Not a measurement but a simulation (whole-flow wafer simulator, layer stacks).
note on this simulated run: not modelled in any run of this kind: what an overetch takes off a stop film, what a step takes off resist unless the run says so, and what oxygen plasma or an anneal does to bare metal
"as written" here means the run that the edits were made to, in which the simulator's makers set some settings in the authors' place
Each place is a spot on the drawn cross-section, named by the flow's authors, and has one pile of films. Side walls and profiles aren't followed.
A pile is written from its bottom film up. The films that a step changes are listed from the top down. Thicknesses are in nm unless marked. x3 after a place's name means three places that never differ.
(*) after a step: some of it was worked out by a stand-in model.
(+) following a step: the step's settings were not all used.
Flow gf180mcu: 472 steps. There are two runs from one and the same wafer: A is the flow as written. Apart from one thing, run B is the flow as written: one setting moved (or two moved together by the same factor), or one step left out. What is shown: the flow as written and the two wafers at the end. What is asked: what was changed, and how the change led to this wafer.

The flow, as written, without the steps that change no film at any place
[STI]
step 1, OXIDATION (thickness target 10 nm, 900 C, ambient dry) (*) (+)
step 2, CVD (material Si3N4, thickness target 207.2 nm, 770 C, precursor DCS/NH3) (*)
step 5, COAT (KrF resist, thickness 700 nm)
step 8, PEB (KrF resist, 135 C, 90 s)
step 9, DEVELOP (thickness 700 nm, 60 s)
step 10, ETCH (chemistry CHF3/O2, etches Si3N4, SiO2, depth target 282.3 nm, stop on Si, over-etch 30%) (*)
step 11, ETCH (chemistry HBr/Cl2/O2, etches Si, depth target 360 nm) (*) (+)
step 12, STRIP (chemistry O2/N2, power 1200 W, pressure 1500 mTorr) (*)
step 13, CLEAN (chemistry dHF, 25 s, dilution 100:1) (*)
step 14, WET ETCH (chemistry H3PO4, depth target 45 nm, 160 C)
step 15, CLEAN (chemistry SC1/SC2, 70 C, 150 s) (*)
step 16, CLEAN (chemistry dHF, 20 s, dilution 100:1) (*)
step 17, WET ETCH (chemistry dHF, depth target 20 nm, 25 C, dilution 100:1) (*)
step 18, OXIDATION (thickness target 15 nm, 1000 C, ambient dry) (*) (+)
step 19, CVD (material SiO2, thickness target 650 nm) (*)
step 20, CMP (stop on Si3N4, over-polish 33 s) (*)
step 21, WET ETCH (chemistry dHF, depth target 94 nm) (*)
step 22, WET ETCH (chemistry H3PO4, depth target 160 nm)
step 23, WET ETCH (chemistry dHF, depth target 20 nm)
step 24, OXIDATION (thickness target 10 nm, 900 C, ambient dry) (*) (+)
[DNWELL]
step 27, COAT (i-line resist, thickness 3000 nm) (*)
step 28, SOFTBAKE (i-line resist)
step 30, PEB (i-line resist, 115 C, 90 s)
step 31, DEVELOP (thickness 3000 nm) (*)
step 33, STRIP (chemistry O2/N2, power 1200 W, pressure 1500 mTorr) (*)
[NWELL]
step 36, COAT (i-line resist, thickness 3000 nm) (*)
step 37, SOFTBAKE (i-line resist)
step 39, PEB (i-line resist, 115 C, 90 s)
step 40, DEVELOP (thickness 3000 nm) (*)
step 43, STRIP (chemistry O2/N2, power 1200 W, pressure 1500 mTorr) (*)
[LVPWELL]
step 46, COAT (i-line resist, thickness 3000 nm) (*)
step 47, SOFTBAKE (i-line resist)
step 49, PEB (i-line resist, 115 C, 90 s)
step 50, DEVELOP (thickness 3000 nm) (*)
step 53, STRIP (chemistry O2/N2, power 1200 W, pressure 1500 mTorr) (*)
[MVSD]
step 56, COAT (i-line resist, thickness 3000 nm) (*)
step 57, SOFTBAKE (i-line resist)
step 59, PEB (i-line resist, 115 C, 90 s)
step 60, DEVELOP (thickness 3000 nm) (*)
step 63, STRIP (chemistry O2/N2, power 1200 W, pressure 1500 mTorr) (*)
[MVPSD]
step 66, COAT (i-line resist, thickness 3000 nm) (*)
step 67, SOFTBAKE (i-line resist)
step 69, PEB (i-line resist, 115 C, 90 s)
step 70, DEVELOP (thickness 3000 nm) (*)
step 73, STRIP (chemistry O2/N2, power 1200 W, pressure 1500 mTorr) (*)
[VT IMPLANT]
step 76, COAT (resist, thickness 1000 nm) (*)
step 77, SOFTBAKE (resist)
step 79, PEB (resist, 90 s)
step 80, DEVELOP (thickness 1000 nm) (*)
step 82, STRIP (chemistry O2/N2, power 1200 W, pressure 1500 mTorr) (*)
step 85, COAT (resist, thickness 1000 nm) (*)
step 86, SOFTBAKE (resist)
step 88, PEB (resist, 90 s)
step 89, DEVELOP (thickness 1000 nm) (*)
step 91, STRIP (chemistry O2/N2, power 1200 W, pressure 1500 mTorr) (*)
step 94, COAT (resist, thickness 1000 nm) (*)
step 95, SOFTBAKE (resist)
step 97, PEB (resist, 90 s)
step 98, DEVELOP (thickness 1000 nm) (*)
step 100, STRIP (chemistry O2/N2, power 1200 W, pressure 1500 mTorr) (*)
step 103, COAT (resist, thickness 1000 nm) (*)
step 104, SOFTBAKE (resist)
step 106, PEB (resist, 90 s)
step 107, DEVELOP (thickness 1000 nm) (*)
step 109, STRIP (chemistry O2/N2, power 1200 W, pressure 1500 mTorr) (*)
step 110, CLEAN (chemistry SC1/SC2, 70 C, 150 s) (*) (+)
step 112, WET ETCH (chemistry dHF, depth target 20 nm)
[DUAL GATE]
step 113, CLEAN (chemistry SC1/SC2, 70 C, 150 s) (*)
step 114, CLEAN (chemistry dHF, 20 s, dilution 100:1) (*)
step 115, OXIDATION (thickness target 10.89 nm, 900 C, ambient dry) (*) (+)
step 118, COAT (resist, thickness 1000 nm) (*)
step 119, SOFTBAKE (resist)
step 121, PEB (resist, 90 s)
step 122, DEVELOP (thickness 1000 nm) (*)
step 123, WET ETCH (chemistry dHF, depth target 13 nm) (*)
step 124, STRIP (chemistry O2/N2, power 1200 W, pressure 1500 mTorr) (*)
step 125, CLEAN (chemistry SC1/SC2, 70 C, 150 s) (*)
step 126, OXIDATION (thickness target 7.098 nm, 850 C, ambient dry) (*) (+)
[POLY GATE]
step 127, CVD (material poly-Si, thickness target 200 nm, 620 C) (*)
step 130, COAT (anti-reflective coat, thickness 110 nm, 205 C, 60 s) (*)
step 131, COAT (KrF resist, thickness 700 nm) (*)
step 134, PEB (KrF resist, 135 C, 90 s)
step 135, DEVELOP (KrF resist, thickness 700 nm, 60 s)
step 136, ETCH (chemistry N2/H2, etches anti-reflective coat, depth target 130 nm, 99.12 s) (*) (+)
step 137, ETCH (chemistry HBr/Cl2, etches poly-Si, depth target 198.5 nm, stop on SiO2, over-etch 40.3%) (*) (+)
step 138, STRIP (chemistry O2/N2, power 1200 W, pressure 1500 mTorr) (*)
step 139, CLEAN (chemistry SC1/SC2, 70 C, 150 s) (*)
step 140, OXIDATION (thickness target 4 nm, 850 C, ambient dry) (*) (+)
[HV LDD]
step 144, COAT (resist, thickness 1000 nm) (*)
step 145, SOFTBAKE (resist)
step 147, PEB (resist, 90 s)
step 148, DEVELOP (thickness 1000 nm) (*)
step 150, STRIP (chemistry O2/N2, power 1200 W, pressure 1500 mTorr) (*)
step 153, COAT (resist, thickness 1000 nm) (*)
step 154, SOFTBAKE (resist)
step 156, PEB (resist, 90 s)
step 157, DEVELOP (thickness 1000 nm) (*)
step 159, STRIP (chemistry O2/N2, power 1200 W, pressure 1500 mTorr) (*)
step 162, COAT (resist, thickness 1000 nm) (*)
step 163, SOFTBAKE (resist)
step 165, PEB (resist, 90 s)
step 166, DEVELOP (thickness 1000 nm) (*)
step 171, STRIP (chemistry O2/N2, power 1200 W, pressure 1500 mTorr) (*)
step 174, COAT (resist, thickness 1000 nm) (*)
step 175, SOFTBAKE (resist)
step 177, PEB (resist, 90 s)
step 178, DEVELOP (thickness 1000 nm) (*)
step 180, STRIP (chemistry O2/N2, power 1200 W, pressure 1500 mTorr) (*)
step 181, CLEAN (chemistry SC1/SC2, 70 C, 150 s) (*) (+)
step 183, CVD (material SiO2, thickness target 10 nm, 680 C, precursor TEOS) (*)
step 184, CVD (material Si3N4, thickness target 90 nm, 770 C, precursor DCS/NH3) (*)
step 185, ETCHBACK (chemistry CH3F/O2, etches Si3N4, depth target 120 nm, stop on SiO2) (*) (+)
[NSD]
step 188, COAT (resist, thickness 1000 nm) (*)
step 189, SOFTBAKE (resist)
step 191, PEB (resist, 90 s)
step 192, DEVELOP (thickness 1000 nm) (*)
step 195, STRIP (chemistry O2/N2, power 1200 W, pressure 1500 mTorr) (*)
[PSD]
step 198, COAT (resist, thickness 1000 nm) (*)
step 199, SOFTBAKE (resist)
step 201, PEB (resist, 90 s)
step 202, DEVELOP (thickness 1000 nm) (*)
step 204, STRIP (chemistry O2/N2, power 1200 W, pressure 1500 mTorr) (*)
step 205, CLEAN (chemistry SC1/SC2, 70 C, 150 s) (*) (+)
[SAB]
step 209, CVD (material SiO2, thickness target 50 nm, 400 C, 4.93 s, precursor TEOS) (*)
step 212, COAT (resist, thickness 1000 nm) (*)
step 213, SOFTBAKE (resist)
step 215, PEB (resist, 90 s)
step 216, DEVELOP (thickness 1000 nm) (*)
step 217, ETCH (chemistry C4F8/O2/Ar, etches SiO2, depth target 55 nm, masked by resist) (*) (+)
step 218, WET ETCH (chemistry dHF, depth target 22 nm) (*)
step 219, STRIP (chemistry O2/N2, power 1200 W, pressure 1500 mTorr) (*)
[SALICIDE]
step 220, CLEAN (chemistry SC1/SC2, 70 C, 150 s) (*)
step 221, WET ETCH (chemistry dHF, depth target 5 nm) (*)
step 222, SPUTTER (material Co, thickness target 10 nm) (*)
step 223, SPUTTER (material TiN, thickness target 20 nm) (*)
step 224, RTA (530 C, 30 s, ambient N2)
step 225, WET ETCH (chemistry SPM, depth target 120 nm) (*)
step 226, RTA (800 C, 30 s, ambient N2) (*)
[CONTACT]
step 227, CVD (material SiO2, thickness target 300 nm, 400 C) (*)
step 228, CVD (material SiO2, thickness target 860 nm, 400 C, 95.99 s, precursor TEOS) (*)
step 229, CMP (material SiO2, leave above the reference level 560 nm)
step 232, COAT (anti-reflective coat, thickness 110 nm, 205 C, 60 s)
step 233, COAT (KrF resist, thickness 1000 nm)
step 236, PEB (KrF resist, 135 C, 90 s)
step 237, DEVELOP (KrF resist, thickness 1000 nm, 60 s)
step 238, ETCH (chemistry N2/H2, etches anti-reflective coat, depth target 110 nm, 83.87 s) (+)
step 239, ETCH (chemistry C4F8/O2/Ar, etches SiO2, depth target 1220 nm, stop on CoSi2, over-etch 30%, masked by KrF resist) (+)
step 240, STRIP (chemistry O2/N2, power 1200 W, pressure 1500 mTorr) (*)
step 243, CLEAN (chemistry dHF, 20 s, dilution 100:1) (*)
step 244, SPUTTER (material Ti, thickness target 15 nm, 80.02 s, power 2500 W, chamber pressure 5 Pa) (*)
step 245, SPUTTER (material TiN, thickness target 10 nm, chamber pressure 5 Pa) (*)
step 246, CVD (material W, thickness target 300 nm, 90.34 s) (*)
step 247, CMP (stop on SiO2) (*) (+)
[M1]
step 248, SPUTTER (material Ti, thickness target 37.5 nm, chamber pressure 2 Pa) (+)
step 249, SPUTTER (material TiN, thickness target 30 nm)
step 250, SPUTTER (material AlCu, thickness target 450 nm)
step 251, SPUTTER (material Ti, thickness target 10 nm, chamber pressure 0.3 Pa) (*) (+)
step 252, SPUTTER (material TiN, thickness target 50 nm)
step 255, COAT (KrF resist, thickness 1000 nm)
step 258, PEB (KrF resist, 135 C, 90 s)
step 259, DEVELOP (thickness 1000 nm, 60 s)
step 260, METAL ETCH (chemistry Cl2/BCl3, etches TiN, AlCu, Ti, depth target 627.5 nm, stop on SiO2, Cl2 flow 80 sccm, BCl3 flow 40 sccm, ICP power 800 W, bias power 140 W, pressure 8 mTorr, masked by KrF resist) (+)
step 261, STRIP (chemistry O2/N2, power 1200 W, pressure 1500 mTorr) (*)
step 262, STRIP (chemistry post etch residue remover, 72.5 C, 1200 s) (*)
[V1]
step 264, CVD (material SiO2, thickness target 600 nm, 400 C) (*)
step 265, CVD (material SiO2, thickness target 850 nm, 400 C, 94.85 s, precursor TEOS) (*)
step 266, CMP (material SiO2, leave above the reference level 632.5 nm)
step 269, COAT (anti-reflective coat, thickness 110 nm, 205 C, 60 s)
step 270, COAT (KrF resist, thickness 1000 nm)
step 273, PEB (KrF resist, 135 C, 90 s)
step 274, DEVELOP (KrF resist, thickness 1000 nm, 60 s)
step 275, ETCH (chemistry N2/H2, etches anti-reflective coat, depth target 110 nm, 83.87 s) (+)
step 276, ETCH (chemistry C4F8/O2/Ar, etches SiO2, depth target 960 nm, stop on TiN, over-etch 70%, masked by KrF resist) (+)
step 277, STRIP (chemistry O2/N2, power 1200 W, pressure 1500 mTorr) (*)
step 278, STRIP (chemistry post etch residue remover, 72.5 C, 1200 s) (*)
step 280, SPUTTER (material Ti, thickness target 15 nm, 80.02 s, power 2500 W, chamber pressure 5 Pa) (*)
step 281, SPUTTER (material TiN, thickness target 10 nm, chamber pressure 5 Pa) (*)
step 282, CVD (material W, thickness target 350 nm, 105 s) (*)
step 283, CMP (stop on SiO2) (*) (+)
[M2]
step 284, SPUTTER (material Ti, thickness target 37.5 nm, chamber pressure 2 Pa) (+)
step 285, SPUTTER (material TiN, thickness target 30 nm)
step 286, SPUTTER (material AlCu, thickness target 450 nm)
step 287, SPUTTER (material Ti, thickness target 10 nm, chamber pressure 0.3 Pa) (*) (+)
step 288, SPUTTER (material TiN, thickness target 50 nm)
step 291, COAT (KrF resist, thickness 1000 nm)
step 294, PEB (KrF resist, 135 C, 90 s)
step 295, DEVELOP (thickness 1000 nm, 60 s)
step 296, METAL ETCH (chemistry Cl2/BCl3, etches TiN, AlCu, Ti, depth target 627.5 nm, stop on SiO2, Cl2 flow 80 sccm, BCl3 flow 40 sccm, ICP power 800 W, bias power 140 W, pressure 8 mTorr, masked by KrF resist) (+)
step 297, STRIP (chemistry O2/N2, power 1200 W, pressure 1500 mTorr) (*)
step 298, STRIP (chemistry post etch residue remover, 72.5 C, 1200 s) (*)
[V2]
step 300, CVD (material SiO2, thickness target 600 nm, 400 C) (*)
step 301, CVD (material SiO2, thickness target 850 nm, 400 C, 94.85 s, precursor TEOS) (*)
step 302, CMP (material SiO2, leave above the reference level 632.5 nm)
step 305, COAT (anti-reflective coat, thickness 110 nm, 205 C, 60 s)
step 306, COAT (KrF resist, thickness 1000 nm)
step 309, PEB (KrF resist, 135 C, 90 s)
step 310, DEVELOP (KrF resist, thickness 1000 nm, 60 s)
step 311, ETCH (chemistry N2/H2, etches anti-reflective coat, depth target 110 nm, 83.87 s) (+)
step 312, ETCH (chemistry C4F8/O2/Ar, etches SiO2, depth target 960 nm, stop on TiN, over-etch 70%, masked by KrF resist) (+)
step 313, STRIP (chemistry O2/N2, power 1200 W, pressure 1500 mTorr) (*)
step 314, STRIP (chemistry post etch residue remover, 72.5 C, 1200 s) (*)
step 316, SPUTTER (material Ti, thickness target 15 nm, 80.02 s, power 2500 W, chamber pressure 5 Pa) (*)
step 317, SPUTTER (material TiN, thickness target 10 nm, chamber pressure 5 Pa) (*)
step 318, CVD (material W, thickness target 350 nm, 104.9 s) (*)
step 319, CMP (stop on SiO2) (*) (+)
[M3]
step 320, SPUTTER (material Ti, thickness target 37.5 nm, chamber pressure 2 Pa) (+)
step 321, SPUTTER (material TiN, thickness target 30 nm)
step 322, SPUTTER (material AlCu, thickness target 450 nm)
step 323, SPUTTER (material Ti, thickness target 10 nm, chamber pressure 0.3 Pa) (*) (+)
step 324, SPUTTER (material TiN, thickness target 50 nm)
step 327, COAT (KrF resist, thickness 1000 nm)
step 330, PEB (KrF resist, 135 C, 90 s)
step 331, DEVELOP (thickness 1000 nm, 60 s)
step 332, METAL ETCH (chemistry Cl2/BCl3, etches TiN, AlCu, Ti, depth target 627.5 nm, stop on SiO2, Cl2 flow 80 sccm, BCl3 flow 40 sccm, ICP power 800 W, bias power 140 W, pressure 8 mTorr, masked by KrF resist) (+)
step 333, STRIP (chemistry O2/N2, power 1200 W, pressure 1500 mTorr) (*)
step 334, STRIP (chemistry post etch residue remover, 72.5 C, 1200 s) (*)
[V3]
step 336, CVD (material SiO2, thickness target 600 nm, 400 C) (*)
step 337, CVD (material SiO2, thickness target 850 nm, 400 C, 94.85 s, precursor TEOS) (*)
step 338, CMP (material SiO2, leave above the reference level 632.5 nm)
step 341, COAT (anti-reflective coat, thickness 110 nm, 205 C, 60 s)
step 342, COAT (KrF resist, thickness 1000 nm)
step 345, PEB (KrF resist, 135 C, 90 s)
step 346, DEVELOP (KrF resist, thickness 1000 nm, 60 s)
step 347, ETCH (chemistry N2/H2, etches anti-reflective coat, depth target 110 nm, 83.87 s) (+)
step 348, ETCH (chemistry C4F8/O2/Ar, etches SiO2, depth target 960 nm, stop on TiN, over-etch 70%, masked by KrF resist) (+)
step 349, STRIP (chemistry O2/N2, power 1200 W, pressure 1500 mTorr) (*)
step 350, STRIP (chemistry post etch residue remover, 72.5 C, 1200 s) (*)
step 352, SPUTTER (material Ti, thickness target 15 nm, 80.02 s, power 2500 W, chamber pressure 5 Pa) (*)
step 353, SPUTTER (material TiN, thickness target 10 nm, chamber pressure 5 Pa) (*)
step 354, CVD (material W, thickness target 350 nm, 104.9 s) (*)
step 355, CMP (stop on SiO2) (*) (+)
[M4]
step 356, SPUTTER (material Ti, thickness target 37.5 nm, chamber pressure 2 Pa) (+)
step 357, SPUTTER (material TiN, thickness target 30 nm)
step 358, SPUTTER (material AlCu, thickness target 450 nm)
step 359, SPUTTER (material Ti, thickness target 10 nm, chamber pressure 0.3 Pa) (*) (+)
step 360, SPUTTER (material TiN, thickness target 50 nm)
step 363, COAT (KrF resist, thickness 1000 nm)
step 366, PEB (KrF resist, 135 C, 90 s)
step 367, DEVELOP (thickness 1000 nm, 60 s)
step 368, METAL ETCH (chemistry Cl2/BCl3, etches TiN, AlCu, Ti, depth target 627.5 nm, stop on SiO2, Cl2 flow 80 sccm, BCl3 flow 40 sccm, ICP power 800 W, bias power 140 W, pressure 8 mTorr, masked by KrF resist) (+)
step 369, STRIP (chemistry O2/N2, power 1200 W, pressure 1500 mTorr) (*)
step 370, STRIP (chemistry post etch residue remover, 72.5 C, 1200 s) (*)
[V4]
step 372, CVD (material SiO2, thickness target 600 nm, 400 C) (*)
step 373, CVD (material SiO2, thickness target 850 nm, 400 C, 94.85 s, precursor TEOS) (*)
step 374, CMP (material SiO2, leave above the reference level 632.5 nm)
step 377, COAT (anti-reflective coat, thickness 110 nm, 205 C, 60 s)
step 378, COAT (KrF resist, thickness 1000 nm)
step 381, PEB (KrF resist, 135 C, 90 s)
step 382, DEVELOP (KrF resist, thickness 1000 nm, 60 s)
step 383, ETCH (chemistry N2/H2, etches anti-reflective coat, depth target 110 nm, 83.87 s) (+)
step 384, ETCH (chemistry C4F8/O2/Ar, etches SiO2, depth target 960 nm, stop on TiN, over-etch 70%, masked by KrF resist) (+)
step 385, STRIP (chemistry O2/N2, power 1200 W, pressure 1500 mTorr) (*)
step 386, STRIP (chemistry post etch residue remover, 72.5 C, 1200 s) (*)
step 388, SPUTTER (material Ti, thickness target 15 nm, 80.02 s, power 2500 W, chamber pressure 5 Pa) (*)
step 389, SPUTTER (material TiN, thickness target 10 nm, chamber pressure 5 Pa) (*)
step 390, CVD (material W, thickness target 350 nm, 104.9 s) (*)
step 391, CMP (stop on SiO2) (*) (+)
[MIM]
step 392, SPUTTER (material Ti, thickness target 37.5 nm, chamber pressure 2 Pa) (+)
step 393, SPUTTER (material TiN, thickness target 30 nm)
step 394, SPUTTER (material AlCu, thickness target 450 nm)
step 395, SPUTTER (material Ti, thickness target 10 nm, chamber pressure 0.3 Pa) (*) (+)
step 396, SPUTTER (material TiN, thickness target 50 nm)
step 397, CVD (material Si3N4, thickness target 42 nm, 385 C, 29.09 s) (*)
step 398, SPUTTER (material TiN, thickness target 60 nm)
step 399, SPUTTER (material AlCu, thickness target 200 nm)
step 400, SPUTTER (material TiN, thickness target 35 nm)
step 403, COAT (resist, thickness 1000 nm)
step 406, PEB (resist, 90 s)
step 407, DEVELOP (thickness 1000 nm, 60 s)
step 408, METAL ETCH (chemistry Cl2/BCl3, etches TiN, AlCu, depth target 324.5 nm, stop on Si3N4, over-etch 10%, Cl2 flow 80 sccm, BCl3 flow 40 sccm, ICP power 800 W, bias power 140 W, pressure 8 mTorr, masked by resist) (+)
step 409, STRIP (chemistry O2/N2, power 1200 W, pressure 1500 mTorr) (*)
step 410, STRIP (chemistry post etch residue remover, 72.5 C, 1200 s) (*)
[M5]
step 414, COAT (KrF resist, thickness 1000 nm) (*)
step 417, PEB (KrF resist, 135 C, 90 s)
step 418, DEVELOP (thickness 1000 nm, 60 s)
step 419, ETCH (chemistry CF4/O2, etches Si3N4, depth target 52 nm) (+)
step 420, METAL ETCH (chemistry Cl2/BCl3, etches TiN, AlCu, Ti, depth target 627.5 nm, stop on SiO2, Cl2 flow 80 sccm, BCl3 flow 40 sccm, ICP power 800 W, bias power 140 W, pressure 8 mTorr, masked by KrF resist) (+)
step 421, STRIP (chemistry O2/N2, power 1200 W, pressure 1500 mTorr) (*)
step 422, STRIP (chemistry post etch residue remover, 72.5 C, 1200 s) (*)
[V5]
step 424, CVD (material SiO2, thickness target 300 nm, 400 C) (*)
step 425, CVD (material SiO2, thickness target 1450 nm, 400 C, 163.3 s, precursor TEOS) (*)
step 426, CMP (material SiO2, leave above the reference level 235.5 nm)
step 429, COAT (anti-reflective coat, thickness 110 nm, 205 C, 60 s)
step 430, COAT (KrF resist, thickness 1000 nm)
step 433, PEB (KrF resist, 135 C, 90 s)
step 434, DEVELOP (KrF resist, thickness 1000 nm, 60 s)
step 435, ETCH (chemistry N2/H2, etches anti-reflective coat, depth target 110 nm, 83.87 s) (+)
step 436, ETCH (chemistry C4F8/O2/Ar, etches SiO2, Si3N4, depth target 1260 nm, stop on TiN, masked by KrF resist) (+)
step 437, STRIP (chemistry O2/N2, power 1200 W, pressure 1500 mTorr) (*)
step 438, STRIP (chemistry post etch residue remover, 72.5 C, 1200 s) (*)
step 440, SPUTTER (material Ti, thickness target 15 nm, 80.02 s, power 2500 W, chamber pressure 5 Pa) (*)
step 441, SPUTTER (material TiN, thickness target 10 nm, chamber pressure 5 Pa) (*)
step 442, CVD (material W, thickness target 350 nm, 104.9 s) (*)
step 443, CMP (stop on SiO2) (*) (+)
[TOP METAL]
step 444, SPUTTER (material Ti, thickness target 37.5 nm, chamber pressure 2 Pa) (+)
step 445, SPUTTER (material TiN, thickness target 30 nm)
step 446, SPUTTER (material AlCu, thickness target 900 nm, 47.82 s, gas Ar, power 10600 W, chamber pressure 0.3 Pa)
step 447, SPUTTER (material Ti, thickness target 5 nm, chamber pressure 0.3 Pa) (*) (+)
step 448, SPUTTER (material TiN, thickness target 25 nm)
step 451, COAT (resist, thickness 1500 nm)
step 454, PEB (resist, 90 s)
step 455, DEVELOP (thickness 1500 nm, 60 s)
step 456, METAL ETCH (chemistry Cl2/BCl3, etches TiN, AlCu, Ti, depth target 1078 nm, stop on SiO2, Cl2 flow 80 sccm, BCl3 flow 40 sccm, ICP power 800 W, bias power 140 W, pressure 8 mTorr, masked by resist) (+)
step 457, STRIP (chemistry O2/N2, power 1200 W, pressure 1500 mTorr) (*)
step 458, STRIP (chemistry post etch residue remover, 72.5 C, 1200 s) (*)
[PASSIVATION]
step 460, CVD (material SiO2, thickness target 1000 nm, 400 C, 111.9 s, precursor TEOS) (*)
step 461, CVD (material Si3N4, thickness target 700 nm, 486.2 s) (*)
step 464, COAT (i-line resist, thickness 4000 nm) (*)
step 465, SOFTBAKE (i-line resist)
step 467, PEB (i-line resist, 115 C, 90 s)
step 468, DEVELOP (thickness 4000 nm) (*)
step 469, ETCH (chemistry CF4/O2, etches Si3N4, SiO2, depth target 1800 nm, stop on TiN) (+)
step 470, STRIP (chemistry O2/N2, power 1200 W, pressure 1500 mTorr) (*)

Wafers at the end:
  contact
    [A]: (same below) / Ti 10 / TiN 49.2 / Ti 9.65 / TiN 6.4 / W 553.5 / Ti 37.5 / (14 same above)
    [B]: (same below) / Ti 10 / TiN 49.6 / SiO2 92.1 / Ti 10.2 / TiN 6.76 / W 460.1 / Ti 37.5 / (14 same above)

Cause: step 384, ETCH: depth target 480 nm was run, whereas the flow has depth target 960 nm.

How this came from the change, step by step:
  step 384, ETCH (chemistry C4F8/O2/Ar, etches SiO2, depth target 960 nm, stop on TiN, over-etch 70%, masked by KrF resist) (+)
      contact: A SiO2 loses 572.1 (all of it) | B SiO2 loses 480
      field, field__w1, field__w2 and 107 more: A KrF resist loses 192 | B KrF resist loses 96
  step 385, STRIP (chemistry O2/N2, power 1200 W, pressure 1500 mTorr) (*)
      field, field__w1, field__w2 and 107 more: A KrF resist loses 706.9 (all of it), anti-reflective coat loses 110 (all of it) | B KrF resist loses 802.9 (all of it), anti-reflective coat loses 110 (all of it)
  step 388, SPUTTER (material Ti, thickness target 15 nm, 80.02 s, power 2500 W, chamber pressure 5 Pa) (*)
      contact: A Ti gains 9.65 (new film) | B Ti gains 10.2 (new film)
  step 390, CVD (material W, thickness target 350 nm, 104.9 s) (*)
      contact: A W gains 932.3 (new film) | B W gains 838.9 (new film)
If metal films that touch count as one body, contact has 2 bodies (between them, from the top down: SiO2 92.1); the flow as written gives 1 body.
